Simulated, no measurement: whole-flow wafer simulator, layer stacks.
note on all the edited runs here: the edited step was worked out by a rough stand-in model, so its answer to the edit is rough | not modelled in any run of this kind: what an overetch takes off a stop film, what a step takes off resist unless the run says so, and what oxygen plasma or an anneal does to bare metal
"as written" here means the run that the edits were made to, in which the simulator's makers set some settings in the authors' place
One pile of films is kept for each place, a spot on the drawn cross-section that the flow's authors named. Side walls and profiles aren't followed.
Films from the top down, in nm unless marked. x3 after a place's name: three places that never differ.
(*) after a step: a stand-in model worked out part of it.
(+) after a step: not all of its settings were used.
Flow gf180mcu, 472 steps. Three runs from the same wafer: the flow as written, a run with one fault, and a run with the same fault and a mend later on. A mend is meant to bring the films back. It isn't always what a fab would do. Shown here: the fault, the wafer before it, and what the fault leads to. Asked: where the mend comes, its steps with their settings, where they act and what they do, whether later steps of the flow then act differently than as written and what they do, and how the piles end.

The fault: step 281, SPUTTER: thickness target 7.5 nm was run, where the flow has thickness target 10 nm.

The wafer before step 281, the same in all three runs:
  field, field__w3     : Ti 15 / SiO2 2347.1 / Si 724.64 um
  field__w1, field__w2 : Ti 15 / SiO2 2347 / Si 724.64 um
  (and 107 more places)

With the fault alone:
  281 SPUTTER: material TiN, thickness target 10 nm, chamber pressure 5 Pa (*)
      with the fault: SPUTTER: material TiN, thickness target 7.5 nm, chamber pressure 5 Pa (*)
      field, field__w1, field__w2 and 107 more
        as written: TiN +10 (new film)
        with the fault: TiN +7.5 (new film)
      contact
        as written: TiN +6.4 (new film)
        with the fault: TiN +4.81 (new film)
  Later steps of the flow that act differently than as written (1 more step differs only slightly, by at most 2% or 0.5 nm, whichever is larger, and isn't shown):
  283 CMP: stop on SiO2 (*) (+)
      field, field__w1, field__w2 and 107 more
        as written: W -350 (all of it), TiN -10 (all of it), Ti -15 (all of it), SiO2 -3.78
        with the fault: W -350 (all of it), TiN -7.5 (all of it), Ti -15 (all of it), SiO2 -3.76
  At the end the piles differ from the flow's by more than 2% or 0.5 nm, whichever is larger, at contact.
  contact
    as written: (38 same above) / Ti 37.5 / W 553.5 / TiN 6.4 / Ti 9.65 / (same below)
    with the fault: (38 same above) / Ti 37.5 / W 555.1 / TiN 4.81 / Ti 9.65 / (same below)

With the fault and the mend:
  The mend comes after step 281.
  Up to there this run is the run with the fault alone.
  281a SPUTTER: material TiN, thickness target 2.5 nm, chamber pressure 5 Pa (*) (the flow's step 281 once more, with other settings)
      field, field__w1, field__w2 and 107 more
        TiN +2.5
      contact
        TiN +1.6
  No later step of the flow acts differently than as written at any place that is followed.
  At the end the piles are the same as the flow's at every place that both follow.
